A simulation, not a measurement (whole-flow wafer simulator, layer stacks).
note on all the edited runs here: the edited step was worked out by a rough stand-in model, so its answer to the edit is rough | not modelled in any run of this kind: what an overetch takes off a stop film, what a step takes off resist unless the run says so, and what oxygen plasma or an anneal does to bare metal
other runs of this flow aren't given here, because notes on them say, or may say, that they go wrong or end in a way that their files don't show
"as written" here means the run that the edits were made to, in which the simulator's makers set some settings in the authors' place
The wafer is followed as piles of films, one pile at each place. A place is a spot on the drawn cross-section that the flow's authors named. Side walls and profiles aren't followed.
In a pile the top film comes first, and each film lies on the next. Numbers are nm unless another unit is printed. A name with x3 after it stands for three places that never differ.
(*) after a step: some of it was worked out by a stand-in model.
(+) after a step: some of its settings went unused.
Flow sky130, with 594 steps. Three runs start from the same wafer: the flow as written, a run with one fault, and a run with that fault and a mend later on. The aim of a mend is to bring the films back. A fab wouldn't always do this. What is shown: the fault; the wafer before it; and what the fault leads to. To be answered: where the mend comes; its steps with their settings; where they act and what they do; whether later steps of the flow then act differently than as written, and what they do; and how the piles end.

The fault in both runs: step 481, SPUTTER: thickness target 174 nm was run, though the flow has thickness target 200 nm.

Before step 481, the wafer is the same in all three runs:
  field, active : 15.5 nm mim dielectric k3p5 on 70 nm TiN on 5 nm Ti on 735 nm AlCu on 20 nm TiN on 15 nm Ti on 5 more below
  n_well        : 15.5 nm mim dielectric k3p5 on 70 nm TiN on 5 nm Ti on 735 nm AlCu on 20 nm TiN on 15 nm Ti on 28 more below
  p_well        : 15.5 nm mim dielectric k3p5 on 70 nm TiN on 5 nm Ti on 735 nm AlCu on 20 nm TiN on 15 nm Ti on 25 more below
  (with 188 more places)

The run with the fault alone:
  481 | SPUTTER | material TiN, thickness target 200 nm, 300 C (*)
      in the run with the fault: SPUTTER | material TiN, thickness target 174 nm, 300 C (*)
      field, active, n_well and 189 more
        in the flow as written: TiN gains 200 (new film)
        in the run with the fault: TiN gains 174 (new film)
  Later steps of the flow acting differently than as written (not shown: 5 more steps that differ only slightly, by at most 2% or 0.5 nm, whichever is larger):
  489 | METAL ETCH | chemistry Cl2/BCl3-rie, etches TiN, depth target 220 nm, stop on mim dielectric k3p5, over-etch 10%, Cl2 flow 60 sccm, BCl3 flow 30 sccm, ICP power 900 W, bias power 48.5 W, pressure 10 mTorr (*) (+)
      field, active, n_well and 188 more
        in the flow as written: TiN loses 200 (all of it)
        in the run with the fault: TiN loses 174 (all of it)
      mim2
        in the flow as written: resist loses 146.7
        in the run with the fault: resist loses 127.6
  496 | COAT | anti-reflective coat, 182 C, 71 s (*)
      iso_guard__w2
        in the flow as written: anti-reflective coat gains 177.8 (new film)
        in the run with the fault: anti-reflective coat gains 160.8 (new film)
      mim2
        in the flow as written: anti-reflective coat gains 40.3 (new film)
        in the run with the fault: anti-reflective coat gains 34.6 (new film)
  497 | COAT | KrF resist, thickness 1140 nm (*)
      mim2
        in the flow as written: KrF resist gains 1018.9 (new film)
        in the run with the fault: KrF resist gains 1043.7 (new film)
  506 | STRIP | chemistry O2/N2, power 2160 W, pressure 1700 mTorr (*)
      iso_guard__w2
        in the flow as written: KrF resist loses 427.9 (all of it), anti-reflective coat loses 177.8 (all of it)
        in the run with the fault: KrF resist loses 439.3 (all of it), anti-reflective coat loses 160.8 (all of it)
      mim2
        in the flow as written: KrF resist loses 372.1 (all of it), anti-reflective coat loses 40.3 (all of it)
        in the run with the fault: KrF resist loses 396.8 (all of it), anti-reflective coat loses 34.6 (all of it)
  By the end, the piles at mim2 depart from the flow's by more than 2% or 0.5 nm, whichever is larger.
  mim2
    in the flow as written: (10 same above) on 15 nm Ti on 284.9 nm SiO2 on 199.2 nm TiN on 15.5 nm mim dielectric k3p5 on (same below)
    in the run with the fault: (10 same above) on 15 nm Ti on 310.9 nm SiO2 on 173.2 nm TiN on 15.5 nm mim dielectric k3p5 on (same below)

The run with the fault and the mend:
  The mend stands after step 481.
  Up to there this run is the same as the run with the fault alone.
  481a | SPUTTER | material TiN, thickness target 26 nm, 300 C (*) (the flow's step 481 again, with other settings)
      field, active, n_well and 189 more
        TiN gains 26
  None of the later steps of the flow acts differently than as written at any place that is followed.
  The piles end the same as the flow's at every place that both follow.
